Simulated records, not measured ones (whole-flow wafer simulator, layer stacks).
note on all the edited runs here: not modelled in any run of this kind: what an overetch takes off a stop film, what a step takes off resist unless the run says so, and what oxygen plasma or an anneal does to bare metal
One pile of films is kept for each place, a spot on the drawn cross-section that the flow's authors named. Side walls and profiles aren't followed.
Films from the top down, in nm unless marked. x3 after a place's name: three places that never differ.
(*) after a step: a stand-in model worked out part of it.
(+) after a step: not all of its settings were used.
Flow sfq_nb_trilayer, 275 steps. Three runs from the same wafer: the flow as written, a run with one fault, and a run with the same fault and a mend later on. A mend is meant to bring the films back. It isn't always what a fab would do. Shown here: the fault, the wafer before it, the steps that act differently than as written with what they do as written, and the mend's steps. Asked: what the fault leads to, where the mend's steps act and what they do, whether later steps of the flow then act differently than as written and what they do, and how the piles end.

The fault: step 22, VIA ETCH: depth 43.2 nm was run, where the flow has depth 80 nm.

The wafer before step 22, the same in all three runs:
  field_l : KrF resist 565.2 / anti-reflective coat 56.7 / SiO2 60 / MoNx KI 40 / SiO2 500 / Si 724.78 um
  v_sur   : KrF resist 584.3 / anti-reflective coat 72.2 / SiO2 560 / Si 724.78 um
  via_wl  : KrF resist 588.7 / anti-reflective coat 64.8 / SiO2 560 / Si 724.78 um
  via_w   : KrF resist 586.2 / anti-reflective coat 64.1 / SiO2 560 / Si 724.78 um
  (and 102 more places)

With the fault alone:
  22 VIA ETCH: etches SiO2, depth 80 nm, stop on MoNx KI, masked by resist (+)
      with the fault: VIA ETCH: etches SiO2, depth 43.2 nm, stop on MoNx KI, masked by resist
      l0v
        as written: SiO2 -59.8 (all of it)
        with the fault: SiO2 -43.2
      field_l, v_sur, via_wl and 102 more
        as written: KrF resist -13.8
        with the fault: KrF resist -7.45
  Later steps of the flow that act differently than as written (4 more steps differ only slightly, by at most 2% or 0.5 nm, whichever is larger, and aren't shown):
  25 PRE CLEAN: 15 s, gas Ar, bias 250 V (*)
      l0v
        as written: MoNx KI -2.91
        with the fault: SiO2 -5
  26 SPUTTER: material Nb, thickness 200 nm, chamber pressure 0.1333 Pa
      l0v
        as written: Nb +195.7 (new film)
        with the fault: Nb +200 (new film)
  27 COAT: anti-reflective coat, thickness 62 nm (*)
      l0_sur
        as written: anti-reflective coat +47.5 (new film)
        with the fault: anti-reflective coat +49.3 (new film)
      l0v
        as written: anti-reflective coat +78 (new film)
        with the fault: anti-reflective coat +73.1 (new film)
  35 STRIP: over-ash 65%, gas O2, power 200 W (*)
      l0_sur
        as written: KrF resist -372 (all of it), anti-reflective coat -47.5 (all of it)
        with the fault: KrF resist -373 (all of it), anti-reflective coat -49.3 (all of it)
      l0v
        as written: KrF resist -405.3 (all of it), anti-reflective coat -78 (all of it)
        with the fault: KrF resist -395.2 (all of it), anti-reflective coat -73.1 (all of it)
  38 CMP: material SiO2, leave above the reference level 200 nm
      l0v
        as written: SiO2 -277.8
        with the fault: SiO2 -296.6
  At the end the piles differ from the flow's by more than 2% or 0.5 nm, whichever is larger, at l0v.
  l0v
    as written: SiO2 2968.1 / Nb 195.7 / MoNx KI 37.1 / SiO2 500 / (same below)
    with the fault: SiO2 2949.2 / Nb 200 / SiO2 11.6 / MoNx KI 40 / SiO2 500 / (same below)

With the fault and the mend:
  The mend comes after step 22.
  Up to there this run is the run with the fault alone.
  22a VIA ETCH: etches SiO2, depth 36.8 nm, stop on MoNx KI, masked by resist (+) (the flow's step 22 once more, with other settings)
      field_l, v_sur, via_wl and 102 more
        KrF resist -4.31
      l0v
        SiO2 -16.6 (all of it)
  No later step of the flow acts differently than as written, at any place that is followed, by more than 2% or 0.5 nm, whichever is larger.
  At the end the piles are the same as the flow's at every place that both follow.
